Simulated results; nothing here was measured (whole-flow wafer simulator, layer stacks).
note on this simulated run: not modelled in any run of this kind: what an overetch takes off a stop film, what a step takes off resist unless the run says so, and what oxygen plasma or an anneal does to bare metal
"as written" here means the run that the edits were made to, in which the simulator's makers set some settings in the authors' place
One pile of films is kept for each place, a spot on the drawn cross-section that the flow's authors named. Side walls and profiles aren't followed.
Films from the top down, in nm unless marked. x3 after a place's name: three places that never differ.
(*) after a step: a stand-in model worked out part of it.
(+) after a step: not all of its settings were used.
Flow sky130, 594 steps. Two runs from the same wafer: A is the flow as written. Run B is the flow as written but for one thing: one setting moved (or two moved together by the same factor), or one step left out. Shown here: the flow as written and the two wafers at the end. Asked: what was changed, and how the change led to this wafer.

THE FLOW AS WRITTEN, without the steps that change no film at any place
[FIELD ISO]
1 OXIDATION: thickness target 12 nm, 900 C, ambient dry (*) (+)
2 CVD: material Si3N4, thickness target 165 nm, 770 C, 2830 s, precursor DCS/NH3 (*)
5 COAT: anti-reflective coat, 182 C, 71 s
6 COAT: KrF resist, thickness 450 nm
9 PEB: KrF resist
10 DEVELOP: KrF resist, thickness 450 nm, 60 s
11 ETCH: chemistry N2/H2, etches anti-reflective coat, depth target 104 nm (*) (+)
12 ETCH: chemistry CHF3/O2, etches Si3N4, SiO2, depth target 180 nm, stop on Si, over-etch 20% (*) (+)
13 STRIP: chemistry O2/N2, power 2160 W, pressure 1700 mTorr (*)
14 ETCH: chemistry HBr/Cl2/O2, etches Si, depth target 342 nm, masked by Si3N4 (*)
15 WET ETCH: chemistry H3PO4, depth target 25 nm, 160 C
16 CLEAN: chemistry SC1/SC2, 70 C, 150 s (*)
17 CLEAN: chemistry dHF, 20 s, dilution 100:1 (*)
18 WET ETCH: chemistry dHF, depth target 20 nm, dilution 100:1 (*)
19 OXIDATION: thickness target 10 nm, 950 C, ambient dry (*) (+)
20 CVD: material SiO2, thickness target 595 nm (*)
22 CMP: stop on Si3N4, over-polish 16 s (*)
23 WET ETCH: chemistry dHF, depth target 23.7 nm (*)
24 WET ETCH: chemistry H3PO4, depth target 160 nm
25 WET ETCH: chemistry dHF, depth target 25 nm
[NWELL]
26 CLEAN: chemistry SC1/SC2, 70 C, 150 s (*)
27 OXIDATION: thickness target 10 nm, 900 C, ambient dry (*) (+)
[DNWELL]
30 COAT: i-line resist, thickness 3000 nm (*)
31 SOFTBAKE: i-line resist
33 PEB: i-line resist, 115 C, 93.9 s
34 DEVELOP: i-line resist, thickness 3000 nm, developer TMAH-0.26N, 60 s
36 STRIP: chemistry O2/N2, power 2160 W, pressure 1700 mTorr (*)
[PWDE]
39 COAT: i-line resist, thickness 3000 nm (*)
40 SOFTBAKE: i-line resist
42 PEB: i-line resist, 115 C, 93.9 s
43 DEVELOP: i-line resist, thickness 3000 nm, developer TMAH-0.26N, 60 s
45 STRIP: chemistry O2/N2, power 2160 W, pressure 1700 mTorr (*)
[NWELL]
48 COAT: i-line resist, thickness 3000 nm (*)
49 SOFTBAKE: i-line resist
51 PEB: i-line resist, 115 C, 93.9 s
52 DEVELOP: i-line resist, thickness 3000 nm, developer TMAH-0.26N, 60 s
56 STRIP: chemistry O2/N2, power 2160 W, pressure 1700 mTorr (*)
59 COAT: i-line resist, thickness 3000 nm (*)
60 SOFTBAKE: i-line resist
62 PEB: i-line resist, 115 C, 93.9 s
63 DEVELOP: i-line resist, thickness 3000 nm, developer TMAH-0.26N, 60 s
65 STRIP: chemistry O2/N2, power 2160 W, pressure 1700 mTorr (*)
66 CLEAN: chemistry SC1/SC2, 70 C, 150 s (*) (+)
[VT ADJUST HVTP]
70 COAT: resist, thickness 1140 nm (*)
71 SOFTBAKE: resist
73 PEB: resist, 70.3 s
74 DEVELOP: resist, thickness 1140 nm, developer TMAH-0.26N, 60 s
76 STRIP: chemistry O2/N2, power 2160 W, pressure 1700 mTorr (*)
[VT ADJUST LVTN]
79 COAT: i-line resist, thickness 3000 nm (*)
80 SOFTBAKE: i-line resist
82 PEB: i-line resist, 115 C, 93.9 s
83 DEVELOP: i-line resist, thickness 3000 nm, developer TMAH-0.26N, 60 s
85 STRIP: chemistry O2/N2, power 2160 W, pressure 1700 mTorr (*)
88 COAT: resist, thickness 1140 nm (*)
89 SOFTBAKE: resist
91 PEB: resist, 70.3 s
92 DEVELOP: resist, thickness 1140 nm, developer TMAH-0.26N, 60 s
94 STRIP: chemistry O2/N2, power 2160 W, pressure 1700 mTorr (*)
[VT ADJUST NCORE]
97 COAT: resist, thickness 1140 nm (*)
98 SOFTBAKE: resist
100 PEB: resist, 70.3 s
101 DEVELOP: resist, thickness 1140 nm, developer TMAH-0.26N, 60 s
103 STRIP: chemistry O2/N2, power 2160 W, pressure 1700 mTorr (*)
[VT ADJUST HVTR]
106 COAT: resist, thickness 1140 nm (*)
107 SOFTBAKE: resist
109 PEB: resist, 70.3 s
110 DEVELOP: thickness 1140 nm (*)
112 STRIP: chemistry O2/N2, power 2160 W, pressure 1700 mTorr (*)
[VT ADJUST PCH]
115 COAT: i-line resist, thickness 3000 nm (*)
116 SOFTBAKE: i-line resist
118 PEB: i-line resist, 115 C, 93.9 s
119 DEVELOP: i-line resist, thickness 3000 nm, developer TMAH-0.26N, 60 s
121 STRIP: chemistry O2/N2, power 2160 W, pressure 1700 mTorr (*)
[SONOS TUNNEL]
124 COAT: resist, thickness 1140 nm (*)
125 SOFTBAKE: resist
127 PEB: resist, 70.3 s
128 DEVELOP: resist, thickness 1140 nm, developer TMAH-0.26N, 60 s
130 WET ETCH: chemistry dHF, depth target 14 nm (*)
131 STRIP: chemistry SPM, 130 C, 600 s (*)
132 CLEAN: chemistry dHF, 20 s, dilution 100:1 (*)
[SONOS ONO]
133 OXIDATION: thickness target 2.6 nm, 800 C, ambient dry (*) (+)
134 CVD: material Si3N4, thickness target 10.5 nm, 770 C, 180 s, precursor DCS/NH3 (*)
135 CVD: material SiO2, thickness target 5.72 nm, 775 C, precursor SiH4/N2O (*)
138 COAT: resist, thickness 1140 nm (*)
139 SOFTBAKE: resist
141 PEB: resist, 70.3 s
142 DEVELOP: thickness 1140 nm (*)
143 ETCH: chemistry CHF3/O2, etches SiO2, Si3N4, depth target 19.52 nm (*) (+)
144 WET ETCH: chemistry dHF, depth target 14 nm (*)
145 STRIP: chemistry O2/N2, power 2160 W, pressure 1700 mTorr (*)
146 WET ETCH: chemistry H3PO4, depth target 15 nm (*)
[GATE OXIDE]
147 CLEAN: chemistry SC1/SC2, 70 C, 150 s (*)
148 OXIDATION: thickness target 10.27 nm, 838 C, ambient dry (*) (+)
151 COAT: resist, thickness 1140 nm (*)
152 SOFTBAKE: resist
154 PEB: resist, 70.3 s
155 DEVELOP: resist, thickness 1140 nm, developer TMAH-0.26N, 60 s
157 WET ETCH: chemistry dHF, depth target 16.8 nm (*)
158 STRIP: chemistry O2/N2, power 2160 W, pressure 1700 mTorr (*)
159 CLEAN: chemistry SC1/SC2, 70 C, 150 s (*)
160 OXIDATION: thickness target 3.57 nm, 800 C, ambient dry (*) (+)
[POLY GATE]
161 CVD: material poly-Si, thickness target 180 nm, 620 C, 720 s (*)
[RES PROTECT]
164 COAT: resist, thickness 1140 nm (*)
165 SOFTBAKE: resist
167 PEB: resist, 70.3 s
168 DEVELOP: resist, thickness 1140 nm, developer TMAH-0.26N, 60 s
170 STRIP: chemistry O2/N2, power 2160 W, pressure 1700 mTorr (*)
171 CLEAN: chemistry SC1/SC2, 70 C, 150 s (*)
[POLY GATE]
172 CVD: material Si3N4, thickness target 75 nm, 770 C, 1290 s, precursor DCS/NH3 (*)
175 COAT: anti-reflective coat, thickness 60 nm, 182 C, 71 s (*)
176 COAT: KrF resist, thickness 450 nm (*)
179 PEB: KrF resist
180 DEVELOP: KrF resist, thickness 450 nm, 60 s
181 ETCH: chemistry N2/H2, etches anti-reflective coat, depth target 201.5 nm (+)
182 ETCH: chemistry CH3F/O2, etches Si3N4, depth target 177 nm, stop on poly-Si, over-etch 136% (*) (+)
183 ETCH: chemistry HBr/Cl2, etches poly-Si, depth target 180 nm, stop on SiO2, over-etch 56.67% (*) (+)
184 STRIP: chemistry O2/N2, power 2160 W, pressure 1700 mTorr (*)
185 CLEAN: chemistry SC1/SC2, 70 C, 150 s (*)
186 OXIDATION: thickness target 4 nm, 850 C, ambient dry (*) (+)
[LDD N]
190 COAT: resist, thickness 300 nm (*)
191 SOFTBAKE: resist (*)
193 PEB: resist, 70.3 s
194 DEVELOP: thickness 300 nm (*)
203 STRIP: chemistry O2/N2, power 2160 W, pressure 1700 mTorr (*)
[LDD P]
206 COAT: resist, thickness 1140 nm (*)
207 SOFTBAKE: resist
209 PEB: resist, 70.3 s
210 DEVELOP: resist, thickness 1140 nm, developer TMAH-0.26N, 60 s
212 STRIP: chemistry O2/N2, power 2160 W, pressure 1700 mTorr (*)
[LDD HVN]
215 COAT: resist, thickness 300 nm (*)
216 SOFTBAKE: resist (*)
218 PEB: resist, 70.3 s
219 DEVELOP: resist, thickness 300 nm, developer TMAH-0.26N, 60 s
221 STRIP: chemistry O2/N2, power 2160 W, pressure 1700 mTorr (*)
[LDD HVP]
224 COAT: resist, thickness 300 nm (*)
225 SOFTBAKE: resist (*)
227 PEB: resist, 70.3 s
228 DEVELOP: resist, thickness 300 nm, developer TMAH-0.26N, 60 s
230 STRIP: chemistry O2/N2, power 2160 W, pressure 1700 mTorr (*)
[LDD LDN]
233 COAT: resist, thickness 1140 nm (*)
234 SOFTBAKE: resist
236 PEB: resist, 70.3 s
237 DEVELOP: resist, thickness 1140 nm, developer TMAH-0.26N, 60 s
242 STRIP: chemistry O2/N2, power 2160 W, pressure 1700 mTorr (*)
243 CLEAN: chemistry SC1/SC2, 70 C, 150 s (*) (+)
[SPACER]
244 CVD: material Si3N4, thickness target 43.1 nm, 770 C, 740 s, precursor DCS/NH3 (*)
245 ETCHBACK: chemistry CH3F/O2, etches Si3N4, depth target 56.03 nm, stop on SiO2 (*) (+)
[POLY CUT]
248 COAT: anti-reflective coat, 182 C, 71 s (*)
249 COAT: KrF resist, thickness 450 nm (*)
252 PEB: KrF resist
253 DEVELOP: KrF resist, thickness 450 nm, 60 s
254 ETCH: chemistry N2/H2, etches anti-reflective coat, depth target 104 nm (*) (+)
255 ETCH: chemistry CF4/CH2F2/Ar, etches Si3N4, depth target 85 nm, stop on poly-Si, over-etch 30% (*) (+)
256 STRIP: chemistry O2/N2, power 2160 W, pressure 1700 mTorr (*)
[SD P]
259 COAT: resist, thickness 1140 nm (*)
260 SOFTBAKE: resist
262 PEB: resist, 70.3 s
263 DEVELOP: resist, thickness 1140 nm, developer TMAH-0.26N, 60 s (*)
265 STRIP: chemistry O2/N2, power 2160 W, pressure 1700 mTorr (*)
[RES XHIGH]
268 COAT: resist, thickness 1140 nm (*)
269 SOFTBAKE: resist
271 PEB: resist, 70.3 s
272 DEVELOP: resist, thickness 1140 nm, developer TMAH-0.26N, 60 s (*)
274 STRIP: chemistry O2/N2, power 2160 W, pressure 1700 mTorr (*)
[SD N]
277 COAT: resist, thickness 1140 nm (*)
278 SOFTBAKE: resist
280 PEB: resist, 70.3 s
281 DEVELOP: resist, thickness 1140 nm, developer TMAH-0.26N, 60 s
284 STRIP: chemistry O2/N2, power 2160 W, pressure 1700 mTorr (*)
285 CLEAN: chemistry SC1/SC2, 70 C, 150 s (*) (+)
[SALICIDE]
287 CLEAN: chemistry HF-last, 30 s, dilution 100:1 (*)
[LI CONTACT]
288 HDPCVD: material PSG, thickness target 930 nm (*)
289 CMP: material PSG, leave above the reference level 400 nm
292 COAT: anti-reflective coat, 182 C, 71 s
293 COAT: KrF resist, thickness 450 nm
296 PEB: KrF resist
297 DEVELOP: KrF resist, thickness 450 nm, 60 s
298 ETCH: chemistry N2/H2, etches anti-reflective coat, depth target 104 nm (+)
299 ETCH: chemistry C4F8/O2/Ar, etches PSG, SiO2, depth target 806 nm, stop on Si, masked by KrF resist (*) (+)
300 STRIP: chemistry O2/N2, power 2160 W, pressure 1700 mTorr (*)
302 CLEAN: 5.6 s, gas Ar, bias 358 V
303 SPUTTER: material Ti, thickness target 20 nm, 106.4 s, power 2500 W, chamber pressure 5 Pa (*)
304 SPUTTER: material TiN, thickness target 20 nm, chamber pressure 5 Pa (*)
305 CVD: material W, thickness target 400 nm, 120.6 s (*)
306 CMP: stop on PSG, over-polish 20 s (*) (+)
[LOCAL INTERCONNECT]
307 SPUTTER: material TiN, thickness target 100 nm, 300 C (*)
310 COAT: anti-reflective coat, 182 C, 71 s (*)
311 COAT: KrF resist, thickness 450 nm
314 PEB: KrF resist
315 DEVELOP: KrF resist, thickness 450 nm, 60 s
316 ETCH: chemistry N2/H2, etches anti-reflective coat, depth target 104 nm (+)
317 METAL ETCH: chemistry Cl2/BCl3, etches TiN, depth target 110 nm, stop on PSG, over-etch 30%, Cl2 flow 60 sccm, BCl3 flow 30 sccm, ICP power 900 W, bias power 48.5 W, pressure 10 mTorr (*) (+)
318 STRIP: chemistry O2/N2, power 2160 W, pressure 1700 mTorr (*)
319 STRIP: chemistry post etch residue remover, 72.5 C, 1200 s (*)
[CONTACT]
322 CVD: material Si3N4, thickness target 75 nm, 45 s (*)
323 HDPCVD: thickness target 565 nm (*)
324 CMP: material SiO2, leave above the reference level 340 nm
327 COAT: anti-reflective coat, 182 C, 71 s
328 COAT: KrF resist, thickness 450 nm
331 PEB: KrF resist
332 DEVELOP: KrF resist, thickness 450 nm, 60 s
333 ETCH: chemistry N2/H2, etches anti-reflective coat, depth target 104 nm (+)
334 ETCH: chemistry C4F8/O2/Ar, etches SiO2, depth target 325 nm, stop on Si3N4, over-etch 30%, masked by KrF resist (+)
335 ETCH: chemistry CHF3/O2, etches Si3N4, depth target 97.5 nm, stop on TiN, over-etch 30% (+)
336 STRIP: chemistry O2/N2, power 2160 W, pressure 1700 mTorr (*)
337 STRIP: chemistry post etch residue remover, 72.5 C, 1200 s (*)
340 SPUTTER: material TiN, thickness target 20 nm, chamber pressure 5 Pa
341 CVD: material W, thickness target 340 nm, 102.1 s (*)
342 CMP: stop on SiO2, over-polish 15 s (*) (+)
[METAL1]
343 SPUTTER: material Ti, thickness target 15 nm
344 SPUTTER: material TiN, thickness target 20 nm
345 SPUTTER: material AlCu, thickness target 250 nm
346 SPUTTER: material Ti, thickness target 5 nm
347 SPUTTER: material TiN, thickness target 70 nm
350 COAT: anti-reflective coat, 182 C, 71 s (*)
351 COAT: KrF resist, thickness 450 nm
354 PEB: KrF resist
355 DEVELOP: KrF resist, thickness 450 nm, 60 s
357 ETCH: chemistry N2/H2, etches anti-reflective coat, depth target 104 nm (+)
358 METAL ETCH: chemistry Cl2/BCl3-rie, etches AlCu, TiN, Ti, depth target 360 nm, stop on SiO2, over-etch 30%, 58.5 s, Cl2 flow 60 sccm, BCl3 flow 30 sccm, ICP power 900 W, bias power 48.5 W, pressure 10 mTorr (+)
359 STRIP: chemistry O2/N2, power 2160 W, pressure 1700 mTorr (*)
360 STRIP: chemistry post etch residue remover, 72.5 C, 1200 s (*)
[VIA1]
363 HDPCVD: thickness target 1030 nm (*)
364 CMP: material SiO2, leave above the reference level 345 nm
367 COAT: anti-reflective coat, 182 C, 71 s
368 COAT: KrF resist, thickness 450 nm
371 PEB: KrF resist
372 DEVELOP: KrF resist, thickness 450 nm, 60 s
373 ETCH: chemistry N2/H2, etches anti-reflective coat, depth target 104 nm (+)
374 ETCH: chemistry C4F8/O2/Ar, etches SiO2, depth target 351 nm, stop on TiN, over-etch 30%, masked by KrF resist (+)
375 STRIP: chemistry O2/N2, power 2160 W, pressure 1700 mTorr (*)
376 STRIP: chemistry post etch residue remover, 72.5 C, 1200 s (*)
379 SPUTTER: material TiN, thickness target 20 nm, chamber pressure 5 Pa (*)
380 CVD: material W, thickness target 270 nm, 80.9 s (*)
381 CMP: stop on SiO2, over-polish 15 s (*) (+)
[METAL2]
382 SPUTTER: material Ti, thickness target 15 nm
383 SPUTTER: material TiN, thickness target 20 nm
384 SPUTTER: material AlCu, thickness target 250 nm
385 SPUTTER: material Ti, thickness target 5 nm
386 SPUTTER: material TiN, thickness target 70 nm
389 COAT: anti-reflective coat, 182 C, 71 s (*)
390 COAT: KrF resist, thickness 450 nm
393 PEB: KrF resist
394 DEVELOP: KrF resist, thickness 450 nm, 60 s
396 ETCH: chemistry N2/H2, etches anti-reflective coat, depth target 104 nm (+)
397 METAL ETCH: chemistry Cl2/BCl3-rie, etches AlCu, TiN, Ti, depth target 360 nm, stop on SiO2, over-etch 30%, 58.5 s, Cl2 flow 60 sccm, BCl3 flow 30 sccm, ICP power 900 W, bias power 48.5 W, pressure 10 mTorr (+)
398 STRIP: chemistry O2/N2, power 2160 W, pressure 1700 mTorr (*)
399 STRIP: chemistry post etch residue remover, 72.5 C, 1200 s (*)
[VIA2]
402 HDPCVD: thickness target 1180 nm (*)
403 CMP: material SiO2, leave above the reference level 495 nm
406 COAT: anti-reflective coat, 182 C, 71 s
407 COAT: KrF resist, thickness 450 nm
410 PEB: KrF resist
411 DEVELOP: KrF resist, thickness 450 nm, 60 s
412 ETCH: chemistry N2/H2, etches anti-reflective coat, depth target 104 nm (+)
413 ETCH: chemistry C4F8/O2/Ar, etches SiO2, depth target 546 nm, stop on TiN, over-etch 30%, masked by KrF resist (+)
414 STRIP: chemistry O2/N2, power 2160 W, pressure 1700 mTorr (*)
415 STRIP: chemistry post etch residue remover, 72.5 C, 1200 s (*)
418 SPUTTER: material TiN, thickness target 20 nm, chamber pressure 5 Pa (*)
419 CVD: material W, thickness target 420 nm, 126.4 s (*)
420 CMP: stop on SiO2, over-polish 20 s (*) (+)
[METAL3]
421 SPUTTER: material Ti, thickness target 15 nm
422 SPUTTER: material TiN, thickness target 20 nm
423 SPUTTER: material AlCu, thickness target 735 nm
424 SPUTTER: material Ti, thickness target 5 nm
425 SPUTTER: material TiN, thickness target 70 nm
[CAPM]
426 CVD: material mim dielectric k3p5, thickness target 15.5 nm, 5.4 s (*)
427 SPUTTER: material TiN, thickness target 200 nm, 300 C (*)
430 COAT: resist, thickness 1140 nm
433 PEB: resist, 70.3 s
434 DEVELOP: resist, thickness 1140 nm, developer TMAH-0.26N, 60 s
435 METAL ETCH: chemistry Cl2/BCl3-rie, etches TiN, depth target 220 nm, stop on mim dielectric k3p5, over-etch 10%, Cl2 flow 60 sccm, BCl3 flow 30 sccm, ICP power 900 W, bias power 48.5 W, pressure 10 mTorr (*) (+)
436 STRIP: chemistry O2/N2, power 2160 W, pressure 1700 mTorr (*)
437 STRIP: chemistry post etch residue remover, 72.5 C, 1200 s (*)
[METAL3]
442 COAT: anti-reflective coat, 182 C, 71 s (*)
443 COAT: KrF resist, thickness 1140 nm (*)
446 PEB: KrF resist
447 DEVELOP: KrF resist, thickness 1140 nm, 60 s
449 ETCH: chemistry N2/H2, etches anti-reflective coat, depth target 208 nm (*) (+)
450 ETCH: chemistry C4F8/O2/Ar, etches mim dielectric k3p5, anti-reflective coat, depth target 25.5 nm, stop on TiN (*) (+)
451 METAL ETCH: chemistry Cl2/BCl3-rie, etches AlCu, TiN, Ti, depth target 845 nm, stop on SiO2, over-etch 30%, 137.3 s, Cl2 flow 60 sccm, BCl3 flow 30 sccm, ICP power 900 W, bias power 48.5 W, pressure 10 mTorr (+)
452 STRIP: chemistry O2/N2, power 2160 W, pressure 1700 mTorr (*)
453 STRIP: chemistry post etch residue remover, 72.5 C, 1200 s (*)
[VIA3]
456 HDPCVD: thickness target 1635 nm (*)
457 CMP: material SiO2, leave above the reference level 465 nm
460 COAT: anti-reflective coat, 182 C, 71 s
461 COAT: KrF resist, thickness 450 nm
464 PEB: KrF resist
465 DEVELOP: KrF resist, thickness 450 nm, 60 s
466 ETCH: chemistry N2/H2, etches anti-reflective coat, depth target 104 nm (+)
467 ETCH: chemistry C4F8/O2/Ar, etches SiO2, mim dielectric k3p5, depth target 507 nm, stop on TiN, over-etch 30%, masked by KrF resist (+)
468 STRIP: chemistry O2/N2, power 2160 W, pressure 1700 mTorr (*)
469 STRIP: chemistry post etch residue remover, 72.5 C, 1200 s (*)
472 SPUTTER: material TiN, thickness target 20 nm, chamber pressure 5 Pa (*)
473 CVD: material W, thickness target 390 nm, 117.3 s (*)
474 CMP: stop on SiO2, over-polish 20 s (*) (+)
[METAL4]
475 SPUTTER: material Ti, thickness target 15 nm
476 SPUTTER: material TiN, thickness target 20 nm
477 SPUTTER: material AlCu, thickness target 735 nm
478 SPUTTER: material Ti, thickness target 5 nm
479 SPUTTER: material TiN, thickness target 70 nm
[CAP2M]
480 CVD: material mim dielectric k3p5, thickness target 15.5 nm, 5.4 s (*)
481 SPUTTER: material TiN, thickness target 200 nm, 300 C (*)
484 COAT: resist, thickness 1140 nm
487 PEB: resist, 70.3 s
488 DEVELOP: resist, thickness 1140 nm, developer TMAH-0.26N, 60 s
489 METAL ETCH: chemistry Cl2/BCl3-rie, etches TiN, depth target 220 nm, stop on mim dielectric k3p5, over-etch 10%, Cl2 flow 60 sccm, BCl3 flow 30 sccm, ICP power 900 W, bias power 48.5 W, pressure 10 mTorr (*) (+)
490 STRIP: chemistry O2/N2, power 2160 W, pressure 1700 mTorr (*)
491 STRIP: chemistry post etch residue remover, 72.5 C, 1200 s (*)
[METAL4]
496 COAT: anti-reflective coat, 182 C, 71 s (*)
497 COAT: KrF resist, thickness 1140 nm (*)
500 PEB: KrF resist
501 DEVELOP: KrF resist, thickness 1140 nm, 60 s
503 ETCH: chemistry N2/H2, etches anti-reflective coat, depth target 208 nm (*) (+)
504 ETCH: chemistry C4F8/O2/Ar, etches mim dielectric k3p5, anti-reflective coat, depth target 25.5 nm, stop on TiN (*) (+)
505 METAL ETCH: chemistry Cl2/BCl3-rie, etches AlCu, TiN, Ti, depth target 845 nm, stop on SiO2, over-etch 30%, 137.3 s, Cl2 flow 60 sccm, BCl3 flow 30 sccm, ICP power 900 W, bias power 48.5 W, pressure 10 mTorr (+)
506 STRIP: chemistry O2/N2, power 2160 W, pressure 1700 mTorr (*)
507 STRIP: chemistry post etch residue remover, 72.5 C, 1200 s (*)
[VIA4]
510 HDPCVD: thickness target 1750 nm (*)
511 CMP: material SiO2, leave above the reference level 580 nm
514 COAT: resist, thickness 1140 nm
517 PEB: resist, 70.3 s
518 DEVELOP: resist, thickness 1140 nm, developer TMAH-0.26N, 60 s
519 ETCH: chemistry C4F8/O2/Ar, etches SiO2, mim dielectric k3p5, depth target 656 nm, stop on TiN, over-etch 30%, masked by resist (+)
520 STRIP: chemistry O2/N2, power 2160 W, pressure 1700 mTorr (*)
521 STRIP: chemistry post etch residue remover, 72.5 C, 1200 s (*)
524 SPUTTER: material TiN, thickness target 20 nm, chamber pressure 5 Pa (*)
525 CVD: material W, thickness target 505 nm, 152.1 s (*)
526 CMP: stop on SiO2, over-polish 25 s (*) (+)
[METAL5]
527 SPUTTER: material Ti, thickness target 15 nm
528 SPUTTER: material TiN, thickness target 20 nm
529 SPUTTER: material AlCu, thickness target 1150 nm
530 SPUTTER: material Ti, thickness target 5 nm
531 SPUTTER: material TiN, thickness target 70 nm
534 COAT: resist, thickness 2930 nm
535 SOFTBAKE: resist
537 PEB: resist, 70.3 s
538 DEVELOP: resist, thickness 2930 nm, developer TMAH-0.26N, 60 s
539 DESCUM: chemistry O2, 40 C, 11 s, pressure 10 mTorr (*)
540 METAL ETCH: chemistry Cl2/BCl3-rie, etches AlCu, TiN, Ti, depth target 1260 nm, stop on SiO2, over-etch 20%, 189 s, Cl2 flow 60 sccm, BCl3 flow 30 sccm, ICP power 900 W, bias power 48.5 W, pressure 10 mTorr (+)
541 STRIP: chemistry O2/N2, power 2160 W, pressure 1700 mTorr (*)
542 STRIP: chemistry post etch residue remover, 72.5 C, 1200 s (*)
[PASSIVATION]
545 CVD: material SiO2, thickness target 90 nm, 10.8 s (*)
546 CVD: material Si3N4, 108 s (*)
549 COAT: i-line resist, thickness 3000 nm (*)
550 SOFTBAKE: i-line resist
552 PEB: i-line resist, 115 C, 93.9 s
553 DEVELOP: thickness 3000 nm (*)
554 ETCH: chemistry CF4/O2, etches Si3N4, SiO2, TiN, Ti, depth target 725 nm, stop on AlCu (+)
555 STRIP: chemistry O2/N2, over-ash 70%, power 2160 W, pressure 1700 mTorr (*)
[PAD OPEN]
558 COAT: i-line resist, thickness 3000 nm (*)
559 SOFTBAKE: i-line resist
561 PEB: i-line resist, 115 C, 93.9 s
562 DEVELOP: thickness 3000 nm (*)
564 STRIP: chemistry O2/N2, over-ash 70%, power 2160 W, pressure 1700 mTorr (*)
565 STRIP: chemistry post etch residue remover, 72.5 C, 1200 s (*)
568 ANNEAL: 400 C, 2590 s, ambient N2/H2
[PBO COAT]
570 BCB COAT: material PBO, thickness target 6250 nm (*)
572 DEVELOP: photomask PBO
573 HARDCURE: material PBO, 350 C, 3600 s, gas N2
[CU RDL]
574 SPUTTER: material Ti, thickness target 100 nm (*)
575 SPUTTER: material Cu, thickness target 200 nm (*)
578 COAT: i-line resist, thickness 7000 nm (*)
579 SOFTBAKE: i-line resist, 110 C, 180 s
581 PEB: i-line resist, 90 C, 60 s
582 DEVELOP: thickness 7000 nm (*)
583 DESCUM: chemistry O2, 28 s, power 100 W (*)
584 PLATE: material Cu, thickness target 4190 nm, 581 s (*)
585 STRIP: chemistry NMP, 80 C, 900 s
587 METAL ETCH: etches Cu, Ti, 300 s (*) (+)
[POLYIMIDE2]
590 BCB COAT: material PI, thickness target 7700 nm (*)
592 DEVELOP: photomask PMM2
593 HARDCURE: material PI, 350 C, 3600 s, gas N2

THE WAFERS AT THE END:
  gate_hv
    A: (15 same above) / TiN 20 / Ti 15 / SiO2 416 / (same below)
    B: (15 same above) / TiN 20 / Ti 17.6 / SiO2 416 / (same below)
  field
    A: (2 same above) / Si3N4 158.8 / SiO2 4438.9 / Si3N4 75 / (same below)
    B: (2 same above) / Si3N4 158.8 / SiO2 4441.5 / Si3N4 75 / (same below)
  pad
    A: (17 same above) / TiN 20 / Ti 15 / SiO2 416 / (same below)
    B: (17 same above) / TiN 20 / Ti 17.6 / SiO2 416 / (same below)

The cause: step 421, SPUTTER: thickness target 17.6 nm was run, where the flow has thickness target 15 nm.
It can be read off the wafer: gate_hv has Ti 17.6, and step 421 as written asks for 15 nm.

How the change led to this, step by step:
  421 SPUTTER: material Ti, thickness target 15 nm
      field, active, n_well and 188 more: A Ti +15 (new film) | B Ti +17.6 (new film)
  451 METAL ETCH: chemistry Cl2/BCl3-rie, etches AlCu, TiN, Ti, depth target 845 nm, stop on SiO2, over-etch 30%, 137.3 s, Cl2 flow 60 sccm, BCl3 flow 30 sccm, ICP power 900 W, bias power 48.5 W, pressure 10 mTorr (+)
      field, gate, spacer and 68 more: A TiN -70 (all of it), Ti -5 (all of it), AlCu -735 (all of it), TiN -20 (all of it), Ti -15 (all of it), SiO2 -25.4 | B TiN -70 (all of it), Ti -5 (all of it), AlCu -735 (all of it), TiN -20 (all of it), Ti -17.6 (all of it), SiO2 -25.1
      active, vpp_ln, vpp_iso2 and 11 more: A TiN -70 (all of it), Ti -5 (all of it), AlCu -735 (all of it), TiN -20 (all of it), Ti -15 (all of it), SiO2 -25.3 | B TiN -70 (all of it), Ti -5 (all of it), AlCu -735 (all of it), TiN -20 (all of it), Ti -17.6 (all of it), SiO2 -25.1
